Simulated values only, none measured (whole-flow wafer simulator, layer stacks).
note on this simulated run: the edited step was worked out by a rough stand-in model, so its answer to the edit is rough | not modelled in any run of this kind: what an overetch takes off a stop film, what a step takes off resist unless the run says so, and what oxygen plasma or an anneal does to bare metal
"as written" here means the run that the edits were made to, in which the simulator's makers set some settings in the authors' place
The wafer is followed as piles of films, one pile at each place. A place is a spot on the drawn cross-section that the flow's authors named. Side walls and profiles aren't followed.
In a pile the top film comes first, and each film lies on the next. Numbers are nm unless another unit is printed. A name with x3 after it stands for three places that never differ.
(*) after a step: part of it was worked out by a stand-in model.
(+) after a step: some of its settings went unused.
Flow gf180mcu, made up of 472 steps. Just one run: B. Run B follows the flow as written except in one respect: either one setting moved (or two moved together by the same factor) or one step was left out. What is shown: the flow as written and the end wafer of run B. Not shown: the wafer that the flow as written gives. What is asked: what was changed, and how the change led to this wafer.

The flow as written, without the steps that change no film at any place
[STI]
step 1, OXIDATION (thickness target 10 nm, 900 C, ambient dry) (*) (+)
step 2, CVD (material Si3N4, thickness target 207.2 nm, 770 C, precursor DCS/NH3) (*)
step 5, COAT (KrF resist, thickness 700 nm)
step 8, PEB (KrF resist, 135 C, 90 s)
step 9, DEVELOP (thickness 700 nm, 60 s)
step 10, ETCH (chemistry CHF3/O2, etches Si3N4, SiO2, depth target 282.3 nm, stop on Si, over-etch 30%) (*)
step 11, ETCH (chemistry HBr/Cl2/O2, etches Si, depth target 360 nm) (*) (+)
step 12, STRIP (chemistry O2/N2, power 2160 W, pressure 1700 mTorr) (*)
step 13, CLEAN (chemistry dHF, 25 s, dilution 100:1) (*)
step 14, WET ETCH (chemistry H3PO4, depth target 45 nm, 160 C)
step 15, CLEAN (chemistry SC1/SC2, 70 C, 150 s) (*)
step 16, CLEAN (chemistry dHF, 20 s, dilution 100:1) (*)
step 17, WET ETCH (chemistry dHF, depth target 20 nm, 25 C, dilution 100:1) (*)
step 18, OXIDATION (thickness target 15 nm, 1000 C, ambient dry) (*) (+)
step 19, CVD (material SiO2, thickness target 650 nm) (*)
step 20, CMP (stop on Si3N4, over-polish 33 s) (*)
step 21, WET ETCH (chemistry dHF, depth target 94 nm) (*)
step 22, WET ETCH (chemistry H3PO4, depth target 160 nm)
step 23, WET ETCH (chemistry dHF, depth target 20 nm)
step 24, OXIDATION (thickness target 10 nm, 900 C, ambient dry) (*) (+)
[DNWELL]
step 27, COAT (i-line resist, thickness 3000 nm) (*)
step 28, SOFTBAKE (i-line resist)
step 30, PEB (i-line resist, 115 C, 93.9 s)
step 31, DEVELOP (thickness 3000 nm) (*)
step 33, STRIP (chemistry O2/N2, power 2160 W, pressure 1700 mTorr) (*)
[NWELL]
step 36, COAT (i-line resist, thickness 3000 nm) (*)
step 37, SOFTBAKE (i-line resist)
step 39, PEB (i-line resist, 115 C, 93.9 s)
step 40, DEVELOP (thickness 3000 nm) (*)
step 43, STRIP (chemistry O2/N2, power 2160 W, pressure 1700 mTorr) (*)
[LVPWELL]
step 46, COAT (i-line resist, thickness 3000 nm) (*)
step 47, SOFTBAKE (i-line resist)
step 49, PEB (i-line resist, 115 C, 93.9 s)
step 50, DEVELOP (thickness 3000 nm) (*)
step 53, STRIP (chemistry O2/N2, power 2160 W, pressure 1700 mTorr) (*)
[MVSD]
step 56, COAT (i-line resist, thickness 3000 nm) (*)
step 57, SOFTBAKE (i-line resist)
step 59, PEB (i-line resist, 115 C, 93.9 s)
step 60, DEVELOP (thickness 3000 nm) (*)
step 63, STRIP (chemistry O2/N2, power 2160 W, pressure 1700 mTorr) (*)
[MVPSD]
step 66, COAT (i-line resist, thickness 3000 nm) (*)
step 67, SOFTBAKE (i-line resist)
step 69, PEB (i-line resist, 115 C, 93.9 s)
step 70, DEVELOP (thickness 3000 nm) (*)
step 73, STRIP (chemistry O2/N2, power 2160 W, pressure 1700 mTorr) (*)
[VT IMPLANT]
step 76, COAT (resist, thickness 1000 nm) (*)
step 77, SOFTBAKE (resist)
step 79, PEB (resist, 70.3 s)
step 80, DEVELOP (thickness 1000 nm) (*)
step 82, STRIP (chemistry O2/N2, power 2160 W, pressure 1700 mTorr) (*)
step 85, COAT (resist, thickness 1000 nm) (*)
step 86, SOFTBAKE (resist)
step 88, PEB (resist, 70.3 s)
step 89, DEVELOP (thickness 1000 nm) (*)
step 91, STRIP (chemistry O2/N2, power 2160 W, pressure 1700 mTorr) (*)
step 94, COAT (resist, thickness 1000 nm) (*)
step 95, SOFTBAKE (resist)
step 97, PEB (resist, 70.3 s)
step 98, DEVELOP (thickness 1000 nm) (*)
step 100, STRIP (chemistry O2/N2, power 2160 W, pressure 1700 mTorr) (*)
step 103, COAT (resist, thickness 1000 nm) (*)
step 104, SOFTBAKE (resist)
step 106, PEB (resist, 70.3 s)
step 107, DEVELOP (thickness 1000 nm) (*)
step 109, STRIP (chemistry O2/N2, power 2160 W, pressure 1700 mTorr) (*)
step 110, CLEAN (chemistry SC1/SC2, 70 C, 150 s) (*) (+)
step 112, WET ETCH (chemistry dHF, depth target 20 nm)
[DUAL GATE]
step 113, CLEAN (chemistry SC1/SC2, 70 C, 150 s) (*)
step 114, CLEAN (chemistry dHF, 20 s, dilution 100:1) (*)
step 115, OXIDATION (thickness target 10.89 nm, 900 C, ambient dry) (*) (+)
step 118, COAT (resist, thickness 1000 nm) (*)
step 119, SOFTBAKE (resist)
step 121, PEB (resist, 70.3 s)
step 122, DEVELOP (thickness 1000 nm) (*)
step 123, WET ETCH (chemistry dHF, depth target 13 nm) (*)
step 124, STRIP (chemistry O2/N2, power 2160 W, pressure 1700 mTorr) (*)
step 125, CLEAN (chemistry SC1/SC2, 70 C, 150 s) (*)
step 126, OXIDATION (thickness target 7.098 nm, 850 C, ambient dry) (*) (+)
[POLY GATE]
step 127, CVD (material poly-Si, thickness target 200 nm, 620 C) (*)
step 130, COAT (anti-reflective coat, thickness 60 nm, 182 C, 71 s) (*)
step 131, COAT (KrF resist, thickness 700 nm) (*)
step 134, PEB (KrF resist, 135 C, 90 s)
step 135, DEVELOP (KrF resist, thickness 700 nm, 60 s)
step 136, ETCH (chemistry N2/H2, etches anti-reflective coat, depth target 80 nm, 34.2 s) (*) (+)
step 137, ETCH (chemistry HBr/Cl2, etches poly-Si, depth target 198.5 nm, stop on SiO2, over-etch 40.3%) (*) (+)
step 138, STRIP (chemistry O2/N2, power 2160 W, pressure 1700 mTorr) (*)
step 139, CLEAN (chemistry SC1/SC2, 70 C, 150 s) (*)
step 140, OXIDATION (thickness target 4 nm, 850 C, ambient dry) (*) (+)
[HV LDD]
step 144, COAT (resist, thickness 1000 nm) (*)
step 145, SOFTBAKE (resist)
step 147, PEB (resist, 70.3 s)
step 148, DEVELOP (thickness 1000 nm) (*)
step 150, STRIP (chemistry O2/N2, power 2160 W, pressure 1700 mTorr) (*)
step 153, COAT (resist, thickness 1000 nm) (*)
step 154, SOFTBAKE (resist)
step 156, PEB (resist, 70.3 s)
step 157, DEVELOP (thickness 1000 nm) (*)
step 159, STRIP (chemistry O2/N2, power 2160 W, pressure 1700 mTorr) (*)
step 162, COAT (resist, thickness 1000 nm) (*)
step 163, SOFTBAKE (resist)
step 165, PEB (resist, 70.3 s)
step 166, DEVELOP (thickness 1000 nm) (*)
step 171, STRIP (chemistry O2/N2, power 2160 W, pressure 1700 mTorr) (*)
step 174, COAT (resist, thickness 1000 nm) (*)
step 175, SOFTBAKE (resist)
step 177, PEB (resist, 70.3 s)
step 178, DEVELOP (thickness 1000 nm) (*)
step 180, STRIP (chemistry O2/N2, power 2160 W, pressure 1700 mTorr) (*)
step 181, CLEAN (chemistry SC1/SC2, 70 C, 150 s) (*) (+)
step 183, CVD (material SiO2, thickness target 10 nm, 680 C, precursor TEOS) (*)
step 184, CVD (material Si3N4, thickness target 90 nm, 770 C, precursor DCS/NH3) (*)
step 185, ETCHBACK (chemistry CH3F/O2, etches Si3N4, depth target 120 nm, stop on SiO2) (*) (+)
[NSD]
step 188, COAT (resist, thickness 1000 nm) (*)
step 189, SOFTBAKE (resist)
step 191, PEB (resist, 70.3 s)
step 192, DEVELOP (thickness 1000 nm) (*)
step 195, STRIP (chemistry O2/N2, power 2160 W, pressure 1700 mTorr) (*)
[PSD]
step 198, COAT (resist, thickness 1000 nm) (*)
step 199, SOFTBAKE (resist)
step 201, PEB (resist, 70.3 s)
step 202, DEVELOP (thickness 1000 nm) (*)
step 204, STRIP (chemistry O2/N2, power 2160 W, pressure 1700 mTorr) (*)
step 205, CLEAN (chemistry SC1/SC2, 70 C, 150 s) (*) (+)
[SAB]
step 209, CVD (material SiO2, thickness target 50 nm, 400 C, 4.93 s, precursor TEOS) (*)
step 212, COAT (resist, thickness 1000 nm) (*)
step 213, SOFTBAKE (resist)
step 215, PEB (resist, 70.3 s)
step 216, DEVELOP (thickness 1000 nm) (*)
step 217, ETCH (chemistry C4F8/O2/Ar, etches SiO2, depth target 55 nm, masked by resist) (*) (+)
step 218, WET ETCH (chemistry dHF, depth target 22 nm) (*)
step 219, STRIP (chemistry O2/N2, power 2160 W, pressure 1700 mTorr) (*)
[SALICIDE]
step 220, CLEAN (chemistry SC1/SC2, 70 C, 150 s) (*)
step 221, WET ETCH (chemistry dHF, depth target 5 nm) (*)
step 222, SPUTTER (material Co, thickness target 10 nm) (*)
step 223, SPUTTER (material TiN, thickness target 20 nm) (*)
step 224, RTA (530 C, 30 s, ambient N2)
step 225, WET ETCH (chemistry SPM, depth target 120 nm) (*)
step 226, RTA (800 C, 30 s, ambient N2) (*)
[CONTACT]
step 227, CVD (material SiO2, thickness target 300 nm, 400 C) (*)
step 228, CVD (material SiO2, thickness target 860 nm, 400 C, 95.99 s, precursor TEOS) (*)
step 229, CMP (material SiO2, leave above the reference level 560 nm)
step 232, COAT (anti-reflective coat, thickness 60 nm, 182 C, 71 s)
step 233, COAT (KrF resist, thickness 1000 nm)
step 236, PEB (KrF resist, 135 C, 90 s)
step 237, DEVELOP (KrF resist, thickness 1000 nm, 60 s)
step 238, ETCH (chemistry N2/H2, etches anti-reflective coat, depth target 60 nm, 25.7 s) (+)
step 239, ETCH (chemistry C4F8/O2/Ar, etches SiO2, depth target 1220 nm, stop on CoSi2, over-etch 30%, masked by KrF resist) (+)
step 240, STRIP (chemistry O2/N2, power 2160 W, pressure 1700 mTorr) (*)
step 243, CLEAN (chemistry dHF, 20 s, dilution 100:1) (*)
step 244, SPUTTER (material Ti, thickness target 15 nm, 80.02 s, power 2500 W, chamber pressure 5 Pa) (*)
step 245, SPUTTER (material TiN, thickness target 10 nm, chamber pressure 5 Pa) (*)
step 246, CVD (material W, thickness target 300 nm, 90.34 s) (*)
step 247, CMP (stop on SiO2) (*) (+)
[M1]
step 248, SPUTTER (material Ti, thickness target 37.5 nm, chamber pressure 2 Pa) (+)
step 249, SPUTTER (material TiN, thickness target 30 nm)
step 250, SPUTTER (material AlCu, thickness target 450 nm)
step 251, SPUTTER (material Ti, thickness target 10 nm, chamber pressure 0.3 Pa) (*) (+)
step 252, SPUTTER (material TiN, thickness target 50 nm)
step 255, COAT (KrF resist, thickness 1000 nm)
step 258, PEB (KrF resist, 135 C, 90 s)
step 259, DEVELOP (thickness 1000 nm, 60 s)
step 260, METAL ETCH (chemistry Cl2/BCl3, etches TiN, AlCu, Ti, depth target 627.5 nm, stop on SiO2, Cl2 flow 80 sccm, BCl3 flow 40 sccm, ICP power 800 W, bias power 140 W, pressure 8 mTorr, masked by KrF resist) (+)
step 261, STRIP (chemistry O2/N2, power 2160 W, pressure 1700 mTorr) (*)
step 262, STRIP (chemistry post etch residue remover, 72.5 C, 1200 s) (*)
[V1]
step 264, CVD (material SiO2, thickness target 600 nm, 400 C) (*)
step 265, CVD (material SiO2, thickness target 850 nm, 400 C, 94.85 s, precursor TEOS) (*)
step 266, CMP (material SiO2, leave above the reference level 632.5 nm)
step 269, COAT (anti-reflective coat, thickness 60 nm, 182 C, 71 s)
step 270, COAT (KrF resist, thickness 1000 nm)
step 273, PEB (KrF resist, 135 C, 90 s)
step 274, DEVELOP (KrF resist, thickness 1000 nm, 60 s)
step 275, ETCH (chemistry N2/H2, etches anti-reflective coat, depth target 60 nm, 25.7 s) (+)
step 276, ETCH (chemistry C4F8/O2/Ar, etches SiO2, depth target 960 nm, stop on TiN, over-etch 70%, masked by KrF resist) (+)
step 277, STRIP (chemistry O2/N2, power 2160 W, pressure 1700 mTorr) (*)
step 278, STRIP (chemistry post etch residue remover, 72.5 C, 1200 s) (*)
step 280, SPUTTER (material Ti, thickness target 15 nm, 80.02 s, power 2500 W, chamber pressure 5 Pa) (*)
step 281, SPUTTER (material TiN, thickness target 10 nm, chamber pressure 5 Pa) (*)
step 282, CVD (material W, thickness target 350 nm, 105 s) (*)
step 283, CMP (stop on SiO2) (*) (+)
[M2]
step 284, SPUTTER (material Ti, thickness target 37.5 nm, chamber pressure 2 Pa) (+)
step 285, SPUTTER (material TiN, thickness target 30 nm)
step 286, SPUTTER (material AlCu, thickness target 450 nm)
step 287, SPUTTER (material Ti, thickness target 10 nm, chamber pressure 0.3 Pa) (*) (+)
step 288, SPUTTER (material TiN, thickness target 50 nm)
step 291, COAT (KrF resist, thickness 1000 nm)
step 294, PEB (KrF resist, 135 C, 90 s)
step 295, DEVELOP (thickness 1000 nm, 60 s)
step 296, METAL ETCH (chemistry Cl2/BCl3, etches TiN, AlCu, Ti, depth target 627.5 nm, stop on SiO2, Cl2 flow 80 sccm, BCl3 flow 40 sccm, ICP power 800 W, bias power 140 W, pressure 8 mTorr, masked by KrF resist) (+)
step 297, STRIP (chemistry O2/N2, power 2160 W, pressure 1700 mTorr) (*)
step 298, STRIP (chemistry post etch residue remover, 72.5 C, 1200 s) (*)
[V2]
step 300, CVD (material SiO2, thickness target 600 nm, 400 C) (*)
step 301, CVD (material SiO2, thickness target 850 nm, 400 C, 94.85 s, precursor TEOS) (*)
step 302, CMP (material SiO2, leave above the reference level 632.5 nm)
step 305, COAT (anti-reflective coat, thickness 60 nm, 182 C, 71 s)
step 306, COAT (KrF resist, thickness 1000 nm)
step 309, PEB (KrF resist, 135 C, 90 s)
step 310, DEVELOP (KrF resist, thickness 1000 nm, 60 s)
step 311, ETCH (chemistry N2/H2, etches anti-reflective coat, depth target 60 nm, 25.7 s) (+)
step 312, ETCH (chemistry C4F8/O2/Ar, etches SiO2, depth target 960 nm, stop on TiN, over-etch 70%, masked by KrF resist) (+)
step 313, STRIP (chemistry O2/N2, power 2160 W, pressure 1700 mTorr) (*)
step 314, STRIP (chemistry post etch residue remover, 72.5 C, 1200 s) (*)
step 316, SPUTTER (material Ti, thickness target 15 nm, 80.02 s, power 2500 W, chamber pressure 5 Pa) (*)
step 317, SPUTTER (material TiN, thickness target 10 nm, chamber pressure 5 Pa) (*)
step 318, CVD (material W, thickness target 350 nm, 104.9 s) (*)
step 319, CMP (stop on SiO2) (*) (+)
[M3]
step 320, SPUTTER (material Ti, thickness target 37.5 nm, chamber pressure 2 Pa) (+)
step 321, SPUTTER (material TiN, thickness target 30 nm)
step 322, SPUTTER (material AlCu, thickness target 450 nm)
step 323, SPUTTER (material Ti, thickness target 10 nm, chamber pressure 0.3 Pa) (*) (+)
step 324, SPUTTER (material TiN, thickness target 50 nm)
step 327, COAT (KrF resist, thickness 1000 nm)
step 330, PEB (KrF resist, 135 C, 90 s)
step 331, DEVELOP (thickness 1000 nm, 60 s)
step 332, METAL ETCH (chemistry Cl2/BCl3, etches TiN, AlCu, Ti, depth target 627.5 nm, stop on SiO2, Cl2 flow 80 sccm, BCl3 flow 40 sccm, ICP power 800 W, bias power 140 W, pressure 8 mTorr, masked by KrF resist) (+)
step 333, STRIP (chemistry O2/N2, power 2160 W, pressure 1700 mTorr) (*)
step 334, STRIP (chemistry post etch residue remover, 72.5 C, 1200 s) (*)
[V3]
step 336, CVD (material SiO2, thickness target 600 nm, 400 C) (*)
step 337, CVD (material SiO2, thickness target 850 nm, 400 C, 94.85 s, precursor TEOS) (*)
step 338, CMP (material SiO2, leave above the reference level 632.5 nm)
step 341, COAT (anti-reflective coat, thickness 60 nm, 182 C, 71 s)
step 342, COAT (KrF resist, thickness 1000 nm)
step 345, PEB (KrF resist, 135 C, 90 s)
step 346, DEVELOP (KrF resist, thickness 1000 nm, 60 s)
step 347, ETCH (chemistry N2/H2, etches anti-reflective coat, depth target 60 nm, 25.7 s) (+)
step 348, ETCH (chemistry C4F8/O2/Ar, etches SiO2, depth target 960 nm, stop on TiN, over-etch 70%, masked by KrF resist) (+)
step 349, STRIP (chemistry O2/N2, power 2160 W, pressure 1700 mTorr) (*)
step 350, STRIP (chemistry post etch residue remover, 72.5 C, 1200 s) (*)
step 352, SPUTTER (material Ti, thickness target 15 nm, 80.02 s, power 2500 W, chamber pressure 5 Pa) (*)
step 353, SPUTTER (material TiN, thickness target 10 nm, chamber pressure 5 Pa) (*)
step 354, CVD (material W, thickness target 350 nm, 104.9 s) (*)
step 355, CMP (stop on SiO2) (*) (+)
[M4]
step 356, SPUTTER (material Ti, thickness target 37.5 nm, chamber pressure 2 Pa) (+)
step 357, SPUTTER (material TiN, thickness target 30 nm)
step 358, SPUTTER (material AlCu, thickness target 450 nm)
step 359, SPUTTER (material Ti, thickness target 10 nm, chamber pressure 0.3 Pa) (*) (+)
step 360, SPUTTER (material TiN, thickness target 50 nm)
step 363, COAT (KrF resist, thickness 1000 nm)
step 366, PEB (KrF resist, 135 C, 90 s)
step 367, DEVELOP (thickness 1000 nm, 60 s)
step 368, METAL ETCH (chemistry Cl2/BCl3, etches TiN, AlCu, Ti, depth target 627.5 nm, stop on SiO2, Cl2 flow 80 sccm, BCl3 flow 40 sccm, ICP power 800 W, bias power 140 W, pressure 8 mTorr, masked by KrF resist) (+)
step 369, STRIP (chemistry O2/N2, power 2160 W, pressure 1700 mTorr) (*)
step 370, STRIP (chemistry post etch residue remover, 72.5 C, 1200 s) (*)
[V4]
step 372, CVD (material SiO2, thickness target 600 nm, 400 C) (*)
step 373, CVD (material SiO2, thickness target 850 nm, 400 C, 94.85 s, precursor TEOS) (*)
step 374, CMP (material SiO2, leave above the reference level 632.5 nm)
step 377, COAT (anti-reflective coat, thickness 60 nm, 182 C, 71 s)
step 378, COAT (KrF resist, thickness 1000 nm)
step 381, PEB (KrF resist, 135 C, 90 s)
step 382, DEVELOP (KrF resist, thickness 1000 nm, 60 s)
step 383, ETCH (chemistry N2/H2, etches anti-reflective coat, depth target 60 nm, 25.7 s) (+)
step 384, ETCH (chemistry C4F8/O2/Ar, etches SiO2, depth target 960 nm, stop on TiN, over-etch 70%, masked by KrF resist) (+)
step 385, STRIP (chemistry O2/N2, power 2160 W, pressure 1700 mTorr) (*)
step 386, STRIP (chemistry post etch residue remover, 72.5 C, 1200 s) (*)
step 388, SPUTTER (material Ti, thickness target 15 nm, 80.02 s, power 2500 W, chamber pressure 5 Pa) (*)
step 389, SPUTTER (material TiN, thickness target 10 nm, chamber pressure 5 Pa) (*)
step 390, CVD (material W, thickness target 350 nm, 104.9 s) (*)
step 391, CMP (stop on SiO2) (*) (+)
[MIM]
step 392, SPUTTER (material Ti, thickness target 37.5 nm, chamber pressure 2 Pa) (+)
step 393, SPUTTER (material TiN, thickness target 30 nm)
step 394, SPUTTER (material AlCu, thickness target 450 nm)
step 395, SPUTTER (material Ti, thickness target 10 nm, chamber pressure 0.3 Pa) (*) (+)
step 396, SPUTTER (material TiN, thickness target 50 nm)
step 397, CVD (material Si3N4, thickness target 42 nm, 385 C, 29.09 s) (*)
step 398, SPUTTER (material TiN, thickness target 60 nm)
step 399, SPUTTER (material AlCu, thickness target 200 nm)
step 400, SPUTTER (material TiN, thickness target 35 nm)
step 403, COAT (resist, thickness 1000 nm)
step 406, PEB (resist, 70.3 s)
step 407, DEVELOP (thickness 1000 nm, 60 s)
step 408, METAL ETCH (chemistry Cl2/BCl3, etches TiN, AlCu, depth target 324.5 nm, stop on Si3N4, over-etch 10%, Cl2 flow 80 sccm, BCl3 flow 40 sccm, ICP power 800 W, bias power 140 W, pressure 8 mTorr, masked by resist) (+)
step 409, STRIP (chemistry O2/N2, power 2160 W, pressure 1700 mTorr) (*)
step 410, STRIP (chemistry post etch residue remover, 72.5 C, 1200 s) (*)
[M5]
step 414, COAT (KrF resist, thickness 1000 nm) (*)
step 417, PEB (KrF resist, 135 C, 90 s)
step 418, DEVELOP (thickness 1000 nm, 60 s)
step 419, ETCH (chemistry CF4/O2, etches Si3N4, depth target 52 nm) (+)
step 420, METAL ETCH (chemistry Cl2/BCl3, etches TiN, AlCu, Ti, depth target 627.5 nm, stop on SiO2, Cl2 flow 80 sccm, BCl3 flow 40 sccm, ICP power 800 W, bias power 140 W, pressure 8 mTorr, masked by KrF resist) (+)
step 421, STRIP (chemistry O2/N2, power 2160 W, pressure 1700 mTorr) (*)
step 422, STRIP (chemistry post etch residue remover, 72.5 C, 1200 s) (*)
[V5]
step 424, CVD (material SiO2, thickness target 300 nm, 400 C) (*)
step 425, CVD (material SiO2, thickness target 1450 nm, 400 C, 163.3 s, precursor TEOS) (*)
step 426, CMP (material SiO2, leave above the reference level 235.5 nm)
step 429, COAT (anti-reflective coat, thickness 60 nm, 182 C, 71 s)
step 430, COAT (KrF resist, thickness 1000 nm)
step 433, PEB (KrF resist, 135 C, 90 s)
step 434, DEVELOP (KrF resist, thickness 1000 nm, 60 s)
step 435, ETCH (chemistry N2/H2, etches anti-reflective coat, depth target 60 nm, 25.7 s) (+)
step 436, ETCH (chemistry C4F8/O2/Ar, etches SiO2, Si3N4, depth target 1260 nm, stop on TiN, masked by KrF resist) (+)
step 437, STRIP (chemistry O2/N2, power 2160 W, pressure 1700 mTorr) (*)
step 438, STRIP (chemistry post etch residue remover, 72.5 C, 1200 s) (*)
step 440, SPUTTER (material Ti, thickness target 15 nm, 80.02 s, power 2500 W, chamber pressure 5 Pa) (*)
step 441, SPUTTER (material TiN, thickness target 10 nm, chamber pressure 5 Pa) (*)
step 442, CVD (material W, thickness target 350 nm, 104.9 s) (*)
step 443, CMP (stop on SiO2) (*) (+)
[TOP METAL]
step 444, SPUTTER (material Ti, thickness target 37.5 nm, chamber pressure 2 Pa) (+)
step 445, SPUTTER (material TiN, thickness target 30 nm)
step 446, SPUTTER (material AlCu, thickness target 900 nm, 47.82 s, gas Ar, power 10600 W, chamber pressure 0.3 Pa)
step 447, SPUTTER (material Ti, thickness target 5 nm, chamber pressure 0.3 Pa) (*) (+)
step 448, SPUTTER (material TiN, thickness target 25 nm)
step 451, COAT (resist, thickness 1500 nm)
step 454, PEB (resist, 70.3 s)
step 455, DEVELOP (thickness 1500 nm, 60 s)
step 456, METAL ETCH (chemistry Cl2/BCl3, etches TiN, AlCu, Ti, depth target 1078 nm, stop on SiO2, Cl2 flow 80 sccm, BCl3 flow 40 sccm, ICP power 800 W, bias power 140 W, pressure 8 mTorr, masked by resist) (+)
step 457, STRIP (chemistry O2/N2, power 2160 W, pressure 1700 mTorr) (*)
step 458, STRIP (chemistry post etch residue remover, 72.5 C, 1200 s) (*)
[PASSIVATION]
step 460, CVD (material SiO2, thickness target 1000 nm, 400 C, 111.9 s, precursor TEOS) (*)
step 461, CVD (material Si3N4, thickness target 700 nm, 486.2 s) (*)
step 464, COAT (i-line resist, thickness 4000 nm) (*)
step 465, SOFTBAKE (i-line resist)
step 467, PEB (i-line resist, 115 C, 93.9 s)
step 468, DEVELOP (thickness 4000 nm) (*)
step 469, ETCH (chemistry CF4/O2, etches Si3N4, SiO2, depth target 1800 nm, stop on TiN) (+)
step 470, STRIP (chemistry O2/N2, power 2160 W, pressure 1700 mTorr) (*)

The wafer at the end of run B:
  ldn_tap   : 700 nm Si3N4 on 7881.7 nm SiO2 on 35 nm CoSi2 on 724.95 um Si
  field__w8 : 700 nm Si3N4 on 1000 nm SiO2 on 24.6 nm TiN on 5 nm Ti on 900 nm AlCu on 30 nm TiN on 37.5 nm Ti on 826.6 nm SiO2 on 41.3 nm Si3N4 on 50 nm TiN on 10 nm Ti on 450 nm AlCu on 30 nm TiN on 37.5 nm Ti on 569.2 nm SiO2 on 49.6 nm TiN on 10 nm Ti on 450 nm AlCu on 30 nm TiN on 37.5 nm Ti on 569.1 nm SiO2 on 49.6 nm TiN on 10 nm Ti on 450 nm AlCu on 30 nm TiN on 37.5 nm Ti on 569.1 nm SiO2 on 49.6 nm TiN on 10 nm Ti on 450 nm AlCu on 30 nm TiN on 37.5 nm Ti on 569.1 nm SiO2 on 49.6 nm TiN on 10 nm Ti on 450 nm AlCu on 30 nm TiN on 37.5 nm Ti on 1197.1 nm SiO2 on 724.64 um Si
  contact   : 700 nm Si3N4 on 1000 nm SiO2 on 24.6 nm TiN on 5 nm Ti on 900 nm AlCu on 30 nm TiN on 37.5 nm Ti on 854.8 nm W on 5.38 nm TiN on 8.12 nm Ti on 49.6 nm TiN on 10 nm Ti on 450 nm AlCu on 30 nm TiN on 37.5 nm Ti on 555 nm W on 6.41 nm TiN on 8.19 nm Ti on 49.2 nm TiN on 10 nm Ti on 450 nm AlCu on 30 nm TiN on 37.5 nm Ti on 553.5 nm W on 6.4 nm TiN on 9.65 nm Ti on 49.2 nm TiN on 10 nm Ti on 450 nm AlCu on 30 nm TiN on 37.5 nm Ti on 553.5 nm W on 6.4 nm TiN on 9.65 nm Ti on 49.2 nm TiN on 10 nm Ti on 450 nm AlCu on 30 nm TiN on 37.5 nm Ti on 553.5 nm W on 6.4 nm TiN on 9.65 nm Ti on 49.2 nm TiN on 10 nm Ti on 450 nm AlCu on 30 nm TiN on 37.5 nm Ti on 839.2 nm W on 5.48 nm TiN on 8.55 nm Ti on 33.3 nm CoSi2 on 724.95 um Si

What caused this: step 388, SPUTTER: 68.02 s was run, whereas the flow has 80.02 s.

The path from the change to this, step by step:
  step 388, SPUTTER (material Ti, thickness target 15 nm, 80.02 s, power 2500 W, chamber pressure 5 Pa) (*)
      field, field__w1, field__w2 and 107 more: +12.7 Ti (new film) (it would be, as written: +15 Ti (new film))
      contact: +8.19 Ti (new film) (it would be, as written: +9.65 Ti (new film))
  step 391, CMP (stop on SiO2) (*) (+)
      field, field__w1, field__w2 and 107 more: -350 W (all of it), -10 TiN (all of it), -12.7 Ti (all of it), -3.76 SiO2 (it would be, as written: -350 W (all of it), -10 TiN (all of it), -15 Ti (all of it), -3.78 SiO2)
